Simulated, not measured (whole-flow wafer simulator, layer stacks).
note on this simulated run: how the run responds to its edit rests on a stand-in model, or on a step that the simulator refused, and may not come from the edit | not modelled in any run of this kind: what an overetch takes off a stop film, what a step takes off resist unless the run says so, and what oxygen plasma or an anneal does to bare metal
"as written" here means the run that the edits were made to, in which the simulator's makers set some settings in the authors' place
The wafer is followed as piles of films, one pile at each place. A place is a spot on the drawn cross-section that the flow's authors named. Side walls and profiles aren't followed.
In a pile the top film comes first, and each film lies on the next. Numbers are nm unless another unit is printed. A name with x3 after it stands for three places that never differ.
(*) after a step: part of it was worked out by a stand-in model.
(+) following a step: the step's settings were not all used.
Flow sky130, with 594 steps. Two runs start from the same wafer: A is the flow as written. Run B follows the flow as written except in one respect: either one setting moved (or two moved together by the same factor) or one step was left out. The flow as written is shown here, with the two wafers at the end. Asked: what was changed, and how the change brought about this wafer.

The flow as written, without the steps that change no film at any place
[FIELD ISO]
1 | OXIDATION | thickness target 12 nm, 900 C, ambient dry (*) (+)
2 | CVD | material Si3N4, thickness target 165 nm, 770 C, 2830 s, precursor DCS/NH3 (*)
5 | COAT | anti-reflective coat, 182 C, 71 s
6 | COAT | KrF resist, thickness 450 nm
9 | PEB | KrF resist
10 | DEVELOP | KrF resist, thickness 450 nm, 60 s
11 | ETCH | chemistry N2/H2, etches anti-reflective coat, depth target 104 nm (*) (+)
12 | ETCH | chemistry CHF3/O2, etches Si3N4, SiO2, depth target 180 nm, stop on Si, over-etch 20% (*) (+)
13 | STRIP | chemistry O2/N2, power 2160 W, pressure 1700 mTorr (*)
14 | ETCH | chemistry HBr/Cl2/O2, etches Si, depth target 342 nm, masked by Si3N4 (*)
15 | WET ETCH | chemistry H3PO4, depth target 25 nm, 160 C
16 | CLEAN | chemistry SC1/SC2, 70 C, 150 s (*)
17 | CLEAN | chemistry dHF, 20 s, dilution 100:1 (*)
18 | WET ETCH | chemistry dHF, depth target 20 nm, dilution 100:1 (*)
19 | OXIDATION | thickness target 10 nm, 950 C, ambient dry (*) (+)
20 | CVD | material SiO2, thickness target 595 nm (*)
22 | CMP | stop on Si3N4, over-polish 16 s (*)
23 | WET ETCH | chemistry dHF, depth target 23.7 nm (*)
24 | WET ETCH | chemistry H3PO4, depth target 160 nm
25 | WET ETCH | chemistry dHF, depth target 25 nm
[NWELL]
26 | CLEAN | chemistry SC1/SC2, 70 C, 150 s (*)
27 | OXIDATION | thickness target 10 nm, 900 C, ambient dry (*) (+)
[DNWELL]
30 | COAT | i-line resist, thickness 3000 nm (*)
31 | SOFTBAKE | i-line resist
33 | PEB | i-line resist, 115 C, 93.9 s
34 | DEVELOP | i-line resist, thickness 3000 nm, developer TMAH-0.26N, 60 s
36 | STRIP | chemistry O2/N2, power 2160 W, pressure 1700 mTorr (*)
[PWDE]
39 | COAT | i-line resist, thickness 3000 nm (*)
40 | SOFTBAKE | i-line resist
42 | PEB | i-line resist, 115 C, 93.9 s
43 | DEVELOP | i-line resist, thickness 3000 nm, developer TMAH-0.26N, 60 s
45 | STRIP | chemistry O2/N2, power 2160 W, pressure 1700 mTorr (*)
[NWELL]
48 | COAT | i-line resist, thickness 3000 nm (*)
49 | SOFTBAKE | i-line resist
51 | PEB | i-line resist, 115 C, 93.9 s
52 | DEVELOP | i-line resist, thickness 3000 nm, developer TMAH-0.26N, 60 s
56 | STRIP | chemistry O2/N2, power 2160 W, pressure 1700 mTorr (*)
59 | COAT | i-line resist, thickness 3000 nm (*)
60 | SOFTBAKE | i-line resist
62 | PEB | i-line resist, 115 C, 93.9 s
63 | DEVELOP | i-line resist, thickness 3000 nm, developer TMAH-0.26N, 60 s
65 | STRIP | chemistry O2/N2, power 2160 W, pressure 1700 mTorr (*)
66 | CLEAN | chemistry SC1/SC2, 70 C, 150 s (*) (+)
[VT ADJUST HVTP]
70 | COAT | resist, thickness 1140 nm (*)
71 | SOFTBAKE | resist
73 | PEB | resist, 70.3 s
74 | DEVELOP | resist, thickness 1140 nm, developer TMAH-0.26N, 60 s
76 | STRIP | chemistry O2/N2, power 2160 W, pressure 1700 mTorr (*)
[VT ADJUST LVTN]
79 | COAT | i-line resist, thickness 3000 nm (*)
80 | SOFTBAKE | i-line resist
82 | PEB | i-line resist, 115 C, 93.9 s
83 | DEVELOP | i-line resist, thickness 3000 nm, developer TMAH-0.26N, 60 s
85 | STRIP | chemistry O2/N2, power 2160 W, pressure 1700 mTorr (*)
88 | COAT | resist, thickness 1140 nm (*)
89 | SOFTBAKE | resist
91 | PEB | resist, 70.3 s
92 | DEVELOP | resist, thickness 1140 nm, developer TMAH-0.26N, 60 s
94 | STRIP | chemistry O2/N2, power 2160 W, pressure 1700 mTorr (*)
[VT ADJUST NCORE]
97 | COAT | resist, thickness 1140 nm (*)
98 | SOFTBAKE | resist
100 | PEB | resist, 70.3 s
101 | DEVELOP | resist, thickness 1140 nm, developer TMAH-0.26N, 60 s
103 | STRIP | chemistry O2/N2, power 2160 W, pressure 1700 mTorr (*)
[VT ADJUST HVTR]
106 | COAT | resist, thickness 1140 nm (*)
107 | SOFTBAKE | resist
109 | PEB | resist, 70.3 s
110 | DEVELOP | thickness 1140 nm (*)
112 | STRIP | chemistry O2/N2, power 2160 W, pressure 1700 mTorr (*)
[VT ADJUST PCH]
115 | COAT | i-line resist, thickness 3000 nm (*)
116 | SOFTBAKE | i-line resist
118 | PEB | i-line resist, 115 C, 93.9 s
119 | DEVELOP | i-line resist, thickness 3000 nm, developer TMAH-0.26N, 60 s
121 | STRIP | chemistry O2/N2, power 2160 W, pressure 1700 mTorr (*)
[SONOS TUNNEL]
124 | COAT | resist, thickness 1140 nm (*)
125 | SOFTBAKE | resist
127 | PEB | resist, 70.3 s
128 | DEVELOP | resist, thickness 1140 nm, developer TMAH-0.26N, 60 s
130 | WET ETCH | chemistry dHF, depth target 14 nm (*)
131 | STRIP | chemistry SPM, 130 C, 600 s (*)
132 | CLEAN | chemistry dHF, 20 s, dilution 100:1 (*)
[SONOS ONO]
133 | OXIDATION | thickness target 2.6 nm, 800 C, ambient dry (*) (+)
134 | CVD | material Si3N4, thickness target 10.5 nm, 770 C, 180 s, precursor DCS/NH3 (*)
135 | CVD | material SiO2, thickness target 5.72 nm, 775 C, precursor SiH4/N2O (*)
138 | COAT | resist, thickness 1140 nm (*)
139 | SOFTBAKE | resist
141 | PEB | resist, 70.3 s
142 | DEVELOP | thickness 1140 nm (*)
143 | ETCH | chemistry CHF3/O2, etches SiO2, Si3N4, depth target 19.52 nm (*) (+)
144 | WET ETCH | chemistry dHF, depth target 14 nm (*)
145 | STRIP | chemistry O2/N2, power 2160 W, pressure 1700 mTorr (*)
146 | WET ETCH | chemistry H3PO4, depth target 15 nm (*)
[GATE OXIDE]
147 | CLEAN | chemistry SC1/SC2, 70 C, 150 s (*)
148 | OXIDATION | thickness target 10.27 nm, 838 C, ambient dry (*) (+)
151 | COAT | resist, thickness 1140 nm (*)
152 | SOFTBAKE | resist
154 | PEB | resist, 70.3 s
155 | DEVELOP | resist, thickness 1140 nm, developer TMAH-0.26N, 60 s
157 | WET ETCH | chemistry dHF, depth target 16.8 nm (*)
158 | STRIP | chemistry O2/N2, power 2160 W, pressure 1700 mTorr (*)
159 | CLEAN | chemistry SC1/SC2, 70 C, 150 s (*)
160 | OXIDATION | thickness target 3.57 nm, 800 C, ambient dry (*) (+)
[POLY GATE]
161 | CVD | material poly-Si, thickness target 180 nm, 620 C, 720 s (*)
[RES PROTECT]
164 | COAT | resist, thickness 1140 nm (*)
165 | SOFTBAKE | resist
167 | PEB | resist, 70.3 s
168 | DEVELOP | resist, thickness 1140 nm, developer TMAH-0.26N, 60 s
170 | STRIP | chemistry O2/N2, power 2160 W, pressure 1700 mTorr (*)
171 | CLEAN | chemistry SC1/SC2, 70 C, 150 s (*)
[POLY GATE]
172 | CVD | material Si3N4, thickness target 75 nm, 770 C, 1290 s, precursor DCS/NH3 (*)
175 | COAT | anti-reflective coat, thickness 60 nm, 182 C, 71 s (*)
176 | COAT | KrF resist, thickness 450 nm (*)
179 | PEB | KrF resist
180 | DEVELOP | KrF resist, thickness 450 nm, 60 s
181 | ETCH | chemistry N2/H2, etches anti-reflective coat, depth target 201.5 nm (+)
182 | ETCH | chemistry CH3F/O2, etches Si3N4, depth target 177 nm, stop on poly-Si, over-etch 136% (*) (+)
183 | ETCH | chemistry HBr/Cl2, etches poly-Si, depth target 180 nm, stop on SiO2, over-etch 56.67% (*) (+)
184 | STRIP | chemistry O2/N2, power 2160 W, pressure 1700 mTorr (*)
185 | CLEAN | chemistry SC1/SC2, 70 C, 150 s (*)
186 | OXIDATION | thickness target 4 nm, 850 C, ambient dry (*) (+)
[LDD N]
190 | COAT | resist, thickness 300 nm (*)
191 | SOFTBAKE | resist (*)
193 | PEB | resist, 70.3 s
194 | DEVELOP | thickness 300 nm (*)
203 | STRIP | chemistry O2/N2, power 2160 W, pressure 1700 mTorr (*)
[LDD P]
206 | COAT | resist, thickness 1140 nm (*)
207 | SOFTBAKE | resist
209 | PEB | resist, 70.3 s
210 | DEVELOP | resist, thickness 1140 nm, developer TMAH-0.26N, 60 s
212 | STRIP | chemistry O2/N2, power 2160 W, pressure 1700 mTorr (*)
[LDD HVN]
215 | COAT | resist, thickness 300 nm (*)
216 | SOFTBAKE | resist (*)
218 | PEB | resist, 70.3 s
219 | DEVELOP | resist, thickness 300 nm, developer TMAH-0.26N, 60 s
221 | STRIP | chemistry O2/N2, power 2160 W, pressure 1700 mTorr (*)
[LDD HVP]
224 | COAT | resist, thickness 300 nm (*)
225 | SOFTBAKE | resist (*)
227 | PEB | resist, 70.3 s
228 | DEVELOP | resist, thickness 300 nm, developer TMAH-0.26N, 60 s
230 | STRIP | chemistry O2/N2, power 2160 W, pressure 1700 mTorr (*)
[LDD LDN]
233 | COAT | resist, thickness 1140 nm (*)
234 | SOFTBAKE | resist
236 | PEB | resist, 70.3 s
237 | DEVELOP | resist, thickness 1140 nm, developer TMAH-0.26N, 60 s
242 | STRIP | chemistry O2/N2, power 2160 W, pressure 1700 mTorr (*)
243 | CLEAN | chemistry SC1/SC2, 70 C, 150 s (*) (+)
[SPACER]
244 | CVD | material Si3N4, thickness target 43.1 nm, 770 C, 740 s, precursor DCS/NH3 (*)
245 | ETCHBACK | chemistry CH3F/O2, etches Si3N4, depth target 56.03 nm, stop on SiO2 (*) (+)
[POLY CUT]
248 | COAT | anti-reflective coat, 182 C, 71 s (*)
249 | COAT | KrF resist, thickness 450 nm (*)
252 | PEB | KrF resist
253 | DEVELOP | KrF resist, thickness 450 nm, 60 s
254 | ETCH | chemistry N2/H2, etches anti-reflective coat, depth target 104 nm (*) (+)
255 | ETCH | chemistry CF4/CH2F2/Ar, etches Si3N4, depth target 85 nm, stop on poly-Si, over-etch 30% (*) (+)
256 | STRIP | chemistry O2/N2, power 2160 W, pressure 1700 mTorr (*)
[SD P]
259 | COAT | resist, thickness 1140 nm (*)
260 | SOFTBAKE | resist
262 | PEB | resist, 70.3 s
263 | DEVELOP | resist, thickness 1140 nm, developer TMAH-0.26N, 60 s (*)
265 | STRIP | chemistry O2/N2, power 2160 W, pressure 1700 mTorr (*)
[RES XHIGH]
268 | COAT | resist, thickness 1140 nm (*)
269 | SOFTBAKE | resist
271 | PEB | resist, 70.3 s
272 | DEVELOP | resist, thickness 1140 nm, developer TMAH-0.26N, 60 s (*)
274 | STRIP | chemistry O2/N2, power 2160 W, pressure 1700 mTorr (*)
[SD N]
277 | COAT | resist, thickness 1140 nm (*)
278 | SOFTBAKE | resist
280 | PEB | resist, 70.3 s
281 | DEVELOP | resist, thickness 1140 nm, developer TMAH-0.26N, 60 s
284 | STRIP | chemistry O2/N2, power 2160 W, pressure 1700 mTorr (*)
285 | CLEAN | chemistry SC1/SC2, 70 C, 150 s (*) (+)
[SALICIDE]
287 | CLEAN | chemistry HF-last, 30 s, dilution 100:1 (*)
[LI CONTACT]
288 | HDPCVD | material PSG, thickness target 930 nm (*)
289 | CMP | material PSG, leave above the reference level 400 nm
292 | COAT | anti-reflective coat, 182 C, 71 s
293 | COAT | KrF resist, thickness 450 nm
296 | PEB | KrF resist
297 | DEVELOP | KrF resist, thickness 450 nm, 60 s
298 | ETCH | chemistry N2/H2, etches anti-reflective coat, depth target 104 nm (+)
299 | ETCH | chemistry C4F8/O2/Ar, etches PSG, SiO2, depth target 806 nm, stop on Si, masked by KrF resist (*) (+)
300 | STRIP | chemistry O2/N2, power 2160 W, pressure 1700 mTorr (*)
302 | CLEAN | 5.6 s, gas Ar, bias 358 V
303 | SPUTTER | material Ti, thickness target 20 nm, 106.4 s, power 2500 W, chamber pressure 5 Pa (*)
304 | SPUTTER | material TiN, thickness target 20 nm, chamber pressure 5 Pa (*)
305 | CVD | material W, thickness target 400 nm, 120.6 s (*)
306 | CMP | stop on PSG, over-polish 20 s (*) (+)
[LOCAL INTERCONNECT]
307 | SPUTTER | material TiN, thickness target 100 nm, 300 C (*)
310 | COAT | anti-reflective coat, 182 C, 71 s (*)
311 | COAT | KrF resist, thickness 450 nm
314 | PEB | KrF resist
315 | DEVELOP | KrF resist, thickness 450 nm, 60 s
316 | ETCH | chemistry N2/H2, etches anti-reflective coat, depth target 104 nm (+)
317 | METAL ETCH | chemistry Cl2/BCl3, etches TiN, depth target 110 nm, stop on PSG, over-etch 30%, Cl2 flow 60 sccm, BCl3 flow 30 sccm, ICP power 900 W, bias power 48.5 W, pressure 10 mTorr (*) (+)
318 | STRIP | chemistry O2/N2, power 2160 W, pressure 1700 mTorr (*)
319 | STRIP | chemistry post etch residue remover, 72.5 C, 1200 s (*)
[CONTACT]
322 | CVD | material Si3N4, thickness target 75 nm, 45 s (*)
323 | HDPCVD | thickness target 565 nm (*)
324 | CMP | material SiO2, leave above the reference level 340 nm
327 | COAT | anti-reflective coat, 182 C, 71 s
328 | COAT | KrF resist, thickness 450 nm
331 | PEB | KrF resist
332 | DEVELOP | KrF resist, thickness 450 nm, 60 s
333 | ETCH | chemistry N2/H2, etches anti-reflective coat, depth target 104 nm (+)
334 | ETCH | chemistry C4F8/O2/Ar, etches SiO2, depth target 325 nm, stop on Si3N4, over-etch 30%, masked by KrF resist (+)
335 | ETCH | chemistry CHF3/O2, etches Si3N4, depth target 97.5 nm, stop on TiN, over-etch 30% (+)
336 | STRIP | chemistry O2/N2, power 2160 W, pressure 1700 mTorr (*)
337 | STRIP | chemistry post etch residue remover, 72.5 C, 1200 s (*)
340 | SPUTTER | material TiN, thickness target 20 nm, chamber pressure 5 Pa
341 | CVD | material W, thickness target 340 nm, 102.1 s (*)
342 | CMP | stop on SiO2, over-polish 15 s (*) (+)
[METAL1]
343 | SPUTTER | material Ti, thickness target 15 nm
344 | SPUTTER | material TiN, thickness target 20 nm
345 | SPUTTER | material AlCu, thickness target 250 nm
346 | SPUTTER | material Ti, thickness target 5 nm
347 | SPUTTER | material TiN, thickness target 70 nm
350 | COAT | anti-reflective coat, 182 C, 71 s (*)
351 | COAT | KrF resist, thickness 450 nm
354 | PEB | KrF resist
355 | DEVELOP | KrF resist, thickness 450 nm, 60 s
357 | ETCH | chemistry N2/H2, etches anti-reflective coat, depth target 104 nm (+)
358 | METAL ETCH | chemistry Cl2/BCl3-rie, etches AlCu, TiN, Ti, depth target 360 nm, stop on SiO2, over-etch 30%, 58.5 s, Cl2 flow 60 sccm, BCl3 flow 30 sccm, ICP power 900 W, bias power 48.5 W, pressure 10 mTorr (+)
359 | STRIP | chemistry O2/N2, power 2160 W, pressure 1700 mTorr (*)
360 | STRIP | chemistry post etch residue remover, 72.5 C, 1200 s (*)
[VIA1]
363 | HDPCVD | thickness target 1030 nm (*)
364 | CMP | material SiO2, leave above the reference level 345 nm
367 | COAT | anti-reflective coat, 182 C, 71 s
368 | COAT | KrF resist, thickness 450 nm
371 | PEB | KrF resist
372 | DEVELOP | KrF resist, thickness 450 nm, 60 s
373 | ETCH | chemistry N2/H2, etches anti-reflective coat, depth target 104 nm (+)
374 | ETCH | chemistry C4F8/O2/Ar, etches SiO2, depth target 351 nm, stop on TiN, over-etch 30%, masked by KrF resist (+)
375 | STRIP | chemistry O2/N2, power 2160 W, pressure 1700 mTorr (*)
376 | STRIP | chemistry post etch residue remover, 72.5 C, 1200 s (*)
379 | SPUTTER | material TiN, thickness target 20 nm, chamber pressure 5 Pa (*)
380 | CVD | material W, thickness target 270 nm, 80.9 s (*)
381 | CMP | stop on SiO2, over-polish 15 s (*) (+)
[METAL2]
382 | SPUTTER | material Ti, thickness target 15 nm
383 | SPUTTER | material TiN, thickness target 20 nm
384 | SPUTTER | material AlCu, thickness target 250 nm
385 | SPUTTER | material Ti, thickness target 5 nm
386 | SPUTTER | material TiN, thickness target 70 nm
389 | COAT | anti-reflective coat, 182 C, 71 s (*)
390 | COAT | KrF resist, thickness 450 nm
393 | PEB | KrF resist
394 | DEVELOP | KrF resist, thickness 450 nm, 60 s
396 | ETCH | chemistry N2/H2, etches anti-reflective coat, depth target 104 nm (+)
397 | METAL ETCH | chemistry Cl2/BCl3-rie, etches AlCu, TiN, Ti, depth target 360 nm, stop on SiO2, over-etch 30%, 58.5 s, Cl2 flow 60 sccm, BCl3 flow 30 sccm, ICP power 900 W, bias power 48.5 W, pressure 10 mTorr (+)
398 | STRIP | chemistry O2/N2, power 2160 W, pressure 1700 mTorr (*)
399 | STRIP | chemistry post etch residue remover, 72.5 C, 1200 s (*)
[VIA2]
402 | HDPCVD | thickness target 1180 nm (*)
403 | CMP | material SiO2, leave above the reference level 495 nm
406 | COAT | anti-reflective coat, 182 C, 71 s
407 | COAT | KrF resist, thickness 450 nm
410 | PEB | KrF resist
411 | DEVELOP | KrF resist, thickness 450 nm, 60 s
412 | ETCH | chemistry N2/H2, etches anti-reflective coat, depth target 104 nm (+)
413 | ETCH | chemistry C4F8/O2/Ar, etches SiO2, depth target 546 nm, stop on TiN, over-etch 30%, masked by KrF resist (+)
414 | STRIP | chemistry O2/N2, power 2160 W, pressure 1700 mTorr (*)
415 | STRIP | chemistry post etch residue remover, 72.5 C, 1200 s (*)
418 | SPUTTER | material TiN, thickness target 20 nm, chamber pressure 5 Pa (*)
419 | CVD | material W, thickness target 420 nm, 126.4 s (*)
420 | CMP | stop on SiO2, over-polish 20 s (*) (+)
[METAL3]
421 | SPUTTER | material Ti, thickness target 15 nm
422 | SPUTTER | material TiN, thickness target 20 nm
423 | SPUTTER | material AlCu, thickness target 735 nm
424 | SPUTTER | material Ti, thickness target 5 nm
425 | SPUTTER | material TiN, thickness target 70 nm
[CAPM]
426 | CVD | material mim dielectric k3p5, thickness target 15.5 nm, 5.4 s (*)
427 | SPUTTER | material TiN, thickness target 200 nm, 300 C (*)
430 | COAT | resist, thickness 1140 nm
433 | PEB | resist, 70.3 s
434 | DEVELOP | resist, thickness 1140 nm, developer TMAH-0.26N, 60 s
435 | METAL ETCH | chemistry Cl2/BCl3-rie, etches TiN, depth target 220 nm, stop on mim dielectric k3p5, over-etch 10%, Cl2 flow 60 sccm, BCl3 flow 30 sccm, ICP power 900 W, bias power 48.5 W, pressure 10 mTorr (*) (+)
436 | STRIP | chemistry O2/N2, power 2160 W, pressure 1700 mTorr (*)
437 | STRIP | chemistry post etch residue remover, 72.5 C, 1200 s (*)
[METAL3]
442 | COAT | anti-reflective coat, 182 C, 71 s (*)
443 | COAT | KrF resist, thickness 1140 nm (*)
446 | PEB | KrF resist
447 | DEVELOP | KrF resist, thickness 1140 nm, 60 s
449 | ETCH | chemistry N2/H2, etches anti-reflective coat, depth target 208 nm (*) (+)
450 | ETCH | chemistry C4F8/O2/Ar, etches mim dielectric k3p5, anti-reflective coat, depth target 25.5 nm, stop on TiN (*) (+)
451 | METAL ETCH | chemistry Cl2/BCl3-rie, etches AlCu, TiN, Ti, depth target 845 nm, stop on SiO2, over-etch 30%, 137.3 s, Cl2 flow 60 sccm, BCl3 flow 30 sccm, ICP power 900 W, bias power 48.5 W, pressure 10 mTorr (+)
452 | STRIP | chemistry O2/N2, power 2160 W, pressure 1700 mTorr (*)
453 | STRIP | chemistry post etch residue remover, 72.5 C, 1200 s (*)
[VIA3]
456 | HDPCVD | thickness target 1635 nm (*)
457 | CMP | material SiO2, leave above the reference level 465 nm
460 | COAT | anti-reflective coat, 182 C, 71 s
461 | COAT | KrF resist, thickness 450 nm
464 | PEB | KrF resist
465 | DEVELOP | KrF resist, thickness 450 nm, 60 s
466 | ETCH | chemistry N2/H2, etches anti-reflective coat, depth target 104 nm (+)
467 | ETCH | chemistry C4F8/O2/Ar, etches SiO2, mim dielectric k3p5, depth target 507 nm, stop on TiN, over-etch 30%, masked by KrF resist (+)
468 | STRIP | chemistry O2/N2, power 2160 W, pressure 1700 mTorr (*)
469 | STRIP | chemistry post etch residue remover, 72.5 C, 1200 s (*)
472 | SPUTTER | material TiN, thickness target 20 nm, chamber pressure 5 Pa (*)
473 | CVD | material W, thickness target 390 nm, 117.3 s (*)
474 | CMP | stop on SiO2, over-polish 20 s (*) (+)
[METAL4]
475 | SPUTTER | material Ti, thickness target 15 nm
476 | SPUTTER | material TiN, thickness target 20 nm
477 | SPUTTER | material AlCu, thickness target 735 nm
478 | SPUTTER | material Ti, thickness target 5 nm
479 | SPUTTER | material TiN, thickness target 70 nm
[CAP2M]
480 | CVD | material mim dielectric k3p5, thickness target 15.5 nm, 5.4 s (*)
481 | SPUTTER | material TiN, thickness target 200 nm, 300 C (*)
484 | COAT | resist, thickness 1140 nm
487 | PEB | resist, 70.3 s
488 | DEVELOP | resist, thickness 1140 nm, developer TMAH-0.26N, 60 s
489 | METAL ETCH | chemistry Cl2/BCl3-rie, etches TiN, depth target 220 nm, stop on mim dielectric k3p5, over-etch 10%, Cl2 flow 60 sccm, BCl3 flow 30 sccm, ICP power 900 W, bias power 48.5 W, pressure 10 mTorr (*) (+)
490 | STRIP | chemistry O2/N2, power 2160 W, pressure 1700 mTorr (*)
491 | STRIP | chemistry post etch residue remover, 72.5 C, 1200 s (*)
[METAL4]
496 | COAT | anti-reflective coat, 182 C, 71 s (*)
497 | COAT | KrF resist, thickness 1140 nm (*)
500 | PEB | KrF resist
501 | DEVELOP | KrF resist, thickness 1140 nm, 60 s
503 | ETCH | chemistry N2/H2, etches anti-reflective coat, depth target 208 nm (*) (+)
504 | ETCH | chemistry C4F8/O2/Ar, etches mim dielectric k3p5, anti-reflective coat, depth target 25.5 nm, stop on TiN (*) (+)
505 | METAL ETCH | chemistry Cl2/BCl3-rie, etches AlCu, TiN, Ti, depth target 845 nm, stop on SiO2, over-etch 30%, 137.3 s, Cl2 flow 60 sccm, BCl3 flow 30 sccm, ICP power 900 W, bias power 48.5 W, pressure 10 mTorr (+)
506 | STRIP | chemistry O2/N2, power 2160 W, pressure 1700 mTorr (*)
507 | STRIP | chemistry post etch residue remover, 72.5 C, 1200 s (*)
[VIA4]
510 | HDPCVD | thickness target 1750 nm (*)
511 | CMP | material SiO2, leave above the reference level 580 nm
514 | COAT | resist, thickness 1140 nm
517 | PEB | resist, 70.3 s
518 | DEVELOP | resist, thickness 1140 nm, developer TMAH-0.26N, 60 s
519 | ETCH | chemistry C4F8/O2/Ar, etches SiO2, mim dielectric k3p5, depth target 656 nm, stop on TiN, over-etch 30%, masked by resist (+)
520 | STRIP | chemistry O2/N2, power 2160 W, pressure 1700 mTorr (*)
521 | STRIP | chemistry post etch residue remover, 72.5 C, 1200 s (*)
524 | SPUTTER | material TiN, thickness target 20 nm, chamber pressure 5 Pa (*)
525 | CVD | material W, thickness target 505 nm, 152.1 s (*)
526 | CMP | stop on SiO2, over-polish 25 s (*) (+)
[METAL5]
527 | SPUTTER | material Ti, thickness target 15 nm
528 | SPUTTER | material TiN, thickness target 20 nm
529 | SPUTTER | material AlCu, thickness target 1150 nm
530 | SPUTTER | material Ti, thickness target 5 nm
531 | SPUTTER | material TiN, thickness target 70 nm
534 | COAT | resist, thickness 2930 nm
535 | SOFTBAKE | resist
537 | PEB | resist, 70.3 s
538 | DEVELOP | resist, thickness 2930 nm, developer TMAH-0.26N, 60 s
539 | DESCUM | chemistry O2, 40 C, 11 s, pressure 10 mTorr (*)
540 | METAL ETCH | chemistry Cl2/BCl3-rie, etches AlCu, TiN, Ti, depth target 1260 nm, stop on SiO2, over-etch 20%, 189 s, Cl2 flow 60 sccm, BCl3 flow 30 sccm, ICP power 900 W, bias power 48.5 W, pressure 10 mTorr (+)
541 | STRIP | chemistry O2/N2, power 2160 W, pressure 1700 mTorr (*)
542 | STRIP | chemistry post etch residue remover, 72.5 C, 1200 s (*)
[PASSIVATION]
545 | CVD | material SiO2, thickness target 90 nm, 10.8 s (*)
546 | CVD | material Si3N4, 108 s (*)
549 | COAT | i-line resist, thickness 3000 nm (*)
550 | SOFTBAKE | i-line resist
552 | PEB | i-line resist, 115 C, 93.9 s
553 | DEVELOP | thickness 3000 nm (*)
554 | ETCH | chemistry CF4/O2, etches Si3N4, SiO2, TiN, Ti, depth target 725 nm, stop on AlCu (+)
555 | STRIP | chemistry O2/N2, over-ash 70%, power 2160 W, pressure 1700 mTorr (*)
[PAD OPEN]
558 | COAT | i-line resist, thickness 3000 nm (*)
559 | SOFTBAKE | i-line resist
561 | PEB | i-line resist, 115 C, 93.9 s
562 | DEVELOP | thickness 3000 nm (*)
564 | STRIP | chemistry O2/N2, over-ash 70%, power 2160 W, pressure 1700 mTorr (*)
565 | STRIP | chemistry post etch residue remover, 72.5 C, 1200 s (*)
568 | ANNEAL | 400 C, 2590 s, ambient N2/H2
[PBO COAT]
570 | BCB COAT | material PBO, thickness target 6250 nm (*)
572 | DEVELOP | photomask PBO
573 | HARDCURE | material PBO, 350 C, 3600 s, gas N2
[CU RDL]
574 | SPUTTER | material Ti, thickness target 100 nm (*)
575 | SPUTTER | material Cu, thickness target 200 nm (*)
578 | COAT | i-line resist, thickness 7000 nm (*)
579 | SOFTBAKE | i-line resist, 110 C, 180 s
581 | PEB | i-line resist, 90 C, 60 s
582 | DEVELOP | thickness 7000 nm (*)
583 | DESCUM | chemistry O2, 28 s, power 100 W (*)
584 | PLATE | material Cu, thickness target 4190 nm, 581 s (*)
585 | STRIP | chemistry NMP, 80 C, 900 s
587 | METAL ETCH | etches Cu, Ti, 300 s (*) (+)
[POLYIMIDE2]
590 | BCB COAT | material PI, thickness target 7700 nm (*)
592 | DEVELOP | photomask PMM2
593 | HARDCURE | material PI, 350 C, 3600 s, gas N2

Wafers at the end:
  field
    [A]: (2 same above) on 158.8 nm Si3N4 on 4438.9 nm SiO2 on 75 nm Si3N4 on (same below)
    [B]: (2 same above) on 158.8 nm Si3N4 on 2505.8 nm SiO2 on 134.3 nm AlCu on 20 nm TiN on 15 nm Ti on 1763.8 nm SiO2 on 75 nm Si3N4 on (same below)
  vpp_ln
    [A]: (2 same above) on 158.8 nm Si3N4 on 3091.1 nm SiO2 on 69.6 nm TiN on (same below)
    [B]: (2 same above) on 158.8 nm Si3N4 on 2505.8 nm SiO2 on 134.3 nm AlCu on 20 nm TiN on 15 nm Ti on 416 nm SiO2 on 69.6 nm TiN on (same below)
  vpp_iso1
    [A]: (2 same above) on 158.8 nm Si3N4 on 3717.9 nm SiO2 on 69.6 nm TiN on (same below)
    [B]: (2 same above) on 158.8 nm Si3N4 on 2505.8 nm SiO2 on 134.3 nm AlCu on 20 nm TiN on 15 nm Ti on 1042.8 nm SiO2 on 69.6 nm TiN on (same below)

The reason: step 451, METAL ETCH: depth target 515.4 nm was run, though the flow has depth target 845 nm; step 451, METAL ETCH: 83.8 s was run, where the flow has 137.3 s.

How this came from the change, step by step:
  451 | METAL ETCH | chemistry Cl2/BCl3-rie, etches AlCu, TiN, Ti, depth target 845 nm, stop on SiO2, over-etch 30%, 137.3 s, Cl2 flow 60 sccm, BCl3 flow 30 sccm, ICP power 900 W, bias power 48.5 W, pressure 10 mTorr (+)
      field, gate, spacer and 68 more: A TiN loses 70 (all of it), Ti loses 5 (all of it), AlCu loses 735 (all of it), TiN loses 20 (all of it), Ti loses 15 (all of it), SiO2 loses 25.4 | B TiN loses 70 (all of it), Ti loses 5 (all of it), AlCu loses 595
      active, vpp_ln, vpp_iso2 and 11 more: A TiN loses 70 (all of it), Ti loses 5 (all of it), AlCu loses 735 (all of it), TiN loses 20 (all of it), Ti loses 15 (all of it), SiO2 loses 25.3 | B TiN loses 70 (all of it), Ti loses 5 (all of it), AlCu loses 595
      (also at 107 further places)
  452 | STRIP | chemistry O2/N2, power 2160 W, pressure 1700 mTorr (*)
      dice_street, pplus_nw, sd_hvn and 66 more: A KrF resist loses 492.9 (all of it), anti-reflective coat loses 80 (all of it) | B KrF resist loses 707.2 (all of it), anti-reflective coat loses 80 (all of it)
      n_well, p_well, gate_hv and 13 more: A KrF resist loses 492.9 (all of it), anti-reflective coat loses 80 (all of it) | B KrF resist loses 707.1 (all of it), anti-reflective coat loses 80 (all of it)
      (also at 22 further places)
  453 | STRIP | chemistry post etch residue remover, 72.5 C, 1200 s (*)
      field, active, gate and 82 more: A nothing | B AlCu loses 5.72
  456 | HDPCVD | thickness target 1635 nm (*)
      field, active, gate and 82 more: A SiO2 gains 1635 | B SiO2 gains 1635 (new film)
  457 | CMP | material SiO2, leave above the reference level 465 nm
      field, active, gate and 82 more: A SiO2 loses 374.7 | B SiO2 loses 569.3
Taking metal films that touch as one body, field has 1 body; the flow as written gives 0 bodies.
Taking metal films that touch as one body, vpp_ln has 3 bodies (between them, from the top down: SiO2 416; SiO2 267.2); the flow as written gives 2 bodies (between them, from the top down: SiO2 267.2).
Taking metal films that touch as one body, vpp_iso1 has 2 bodies (between them, from the top down: SiO2 1042.8); the flow as written gives 1 body.
